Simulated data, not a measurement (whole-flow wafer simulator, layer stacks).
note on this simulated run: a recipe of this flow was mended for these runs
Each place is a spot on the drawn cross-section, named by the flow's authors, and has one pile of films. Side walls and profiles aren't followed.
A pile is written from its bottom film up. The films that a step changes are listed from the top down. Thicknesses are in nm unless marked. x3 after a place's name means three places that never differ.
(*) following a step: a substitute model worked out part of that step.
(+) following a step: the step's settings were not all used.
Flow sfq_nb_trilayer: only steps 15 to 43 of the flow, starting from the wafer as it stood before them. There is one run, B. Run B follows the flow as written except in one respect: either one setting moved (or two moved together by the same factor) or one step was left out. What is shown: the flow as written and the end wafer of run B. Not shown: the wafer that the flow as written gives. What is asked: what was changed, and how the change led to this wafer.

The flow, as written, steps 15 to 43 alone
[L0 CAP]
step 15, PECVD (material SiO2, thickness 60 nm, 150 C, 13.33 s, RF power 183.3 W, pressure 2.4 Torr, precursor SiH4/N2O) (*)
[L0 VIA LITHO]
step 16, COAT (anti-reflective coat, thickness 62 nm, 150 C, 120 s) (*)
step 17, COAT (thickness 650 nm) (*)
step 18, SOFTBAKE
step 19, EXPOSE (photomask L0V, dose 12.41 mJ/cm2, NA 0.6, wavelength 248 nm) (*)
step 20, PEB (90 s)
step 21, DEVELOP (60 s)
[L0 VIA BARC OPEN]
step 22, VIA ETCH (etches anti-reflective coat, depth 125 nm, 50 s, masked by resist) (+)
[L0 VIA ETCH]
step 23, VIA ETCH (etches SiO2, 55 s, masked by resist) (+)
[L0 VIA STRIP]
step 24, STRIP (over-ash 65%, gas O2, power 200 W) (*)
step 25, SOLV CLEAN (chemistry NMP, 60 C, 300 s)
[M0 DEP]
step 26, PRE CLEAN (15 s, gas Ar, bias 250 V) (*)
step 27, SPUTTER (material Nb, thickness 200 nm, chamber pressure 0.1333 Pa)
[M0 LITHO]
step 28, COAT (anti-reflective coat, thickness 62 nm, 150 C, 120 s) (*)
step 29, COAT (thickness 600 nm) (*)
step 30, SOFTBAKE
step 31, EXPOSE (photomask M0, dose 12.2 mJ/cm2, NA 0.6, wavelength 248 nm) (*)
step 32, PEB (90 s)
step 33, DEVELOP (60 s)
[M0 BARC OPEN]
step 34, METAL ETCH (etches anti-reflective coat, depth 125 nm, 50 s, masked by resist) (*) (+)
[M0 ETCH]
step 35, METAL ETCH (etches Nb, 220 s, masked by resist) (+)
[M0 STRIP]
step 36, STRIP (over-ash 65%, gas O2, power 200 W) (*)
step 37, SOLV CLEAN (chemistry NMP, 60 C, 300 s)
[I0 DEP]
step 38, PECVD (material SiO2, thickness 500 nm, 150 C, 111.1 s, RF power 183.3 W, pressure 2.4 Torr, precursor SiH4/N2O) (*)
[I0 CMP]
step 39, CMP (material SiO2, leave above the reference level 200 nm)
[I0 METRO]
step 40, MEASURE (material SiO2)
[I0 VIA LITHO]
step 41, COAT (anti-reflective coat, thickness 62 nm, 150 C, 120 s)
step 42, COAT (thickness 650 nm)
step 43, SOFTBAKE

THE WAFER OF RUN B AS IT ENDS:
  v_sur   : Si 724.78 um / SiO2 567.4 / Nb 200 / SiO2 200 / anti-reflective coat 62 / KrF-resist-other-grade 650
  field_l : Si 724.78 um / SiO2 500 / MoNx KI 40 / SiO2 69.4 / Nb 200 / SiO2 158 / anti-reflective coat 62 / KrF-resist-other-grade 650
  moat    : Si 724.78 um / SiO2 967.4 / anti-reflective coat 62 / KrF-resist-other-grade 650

The reason: step 15, PECVD: thickness 74.4 nm was run, though the flow has thickness 60 nm; step 15, PECVD: 16.53 s was run, where the flow has 13.33 s.

How this came from the change, step by step:
  step 15, PECVD (material SiO2, thickness 60 nm, 150 C, 13.33 s, RF power 183.3 W, pressure 2.4 Torr, precursor SiH4/N2O) (*)
      v_sur, via_wl, via_w and 97 more: SiO2 gains 74.4 (it would be, as written: SiO2 gains 60)
      field_l, l0_sur, l0v, l0r_line_l, l0r_line_c, l0r_line_r: SiO2 gains 74.4 (new film) (it would be, as written: SiO2 gains 60 (new film))
  step 23, VIA ETCH (etches SiO2, 55 s, masked by resist) (+)
      l0v: SiO2 loses 74.1 (all of it), MoNx KI loses 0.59 (it would be, as written: SiO2 loses 59.7 (all of it), MoNx KI loses 2.03)
  step 28, COAT (anti-reflective coat, thickness 62 nm, 150 C, 120 s) (*)
      l0_sur: anti-reflective coat gains 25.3 (new film) (it would be, as written: anti-reflective coat gains 29.3 (new film))
      l0v: anti-reflective coat gains 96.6 (new film) (it would be, as written: anti-reflective coat gains 92.5 (new film))
  step 36, STRIP (over-ash 65%, gas O2, power 200 W) (*)
      l0_sur: KrF-resist-other-grade loses 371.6 (all of it), anti-reflective coat loses 25.3 (all of it) (it would be, as written: KrF-resist-other-grade loses 370 (all of it), anti-reflective coat loses 29.3 (all of it))
      l0v: KrF-resist-other-grade loses 382.1 (all of it), anti-reflective coat loses 96.6 (all of it) (it would be, as written: KrF-resist-other-grade loses 374.1 (all of it), anti-reflective coat loses 92.5 (all of it))
  step 39, CMP (material SiO2, leave above the reference level 200 nm)
      l0v: SiO2 loses 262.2 (it would be, as written: SiO2 loses 277.4)
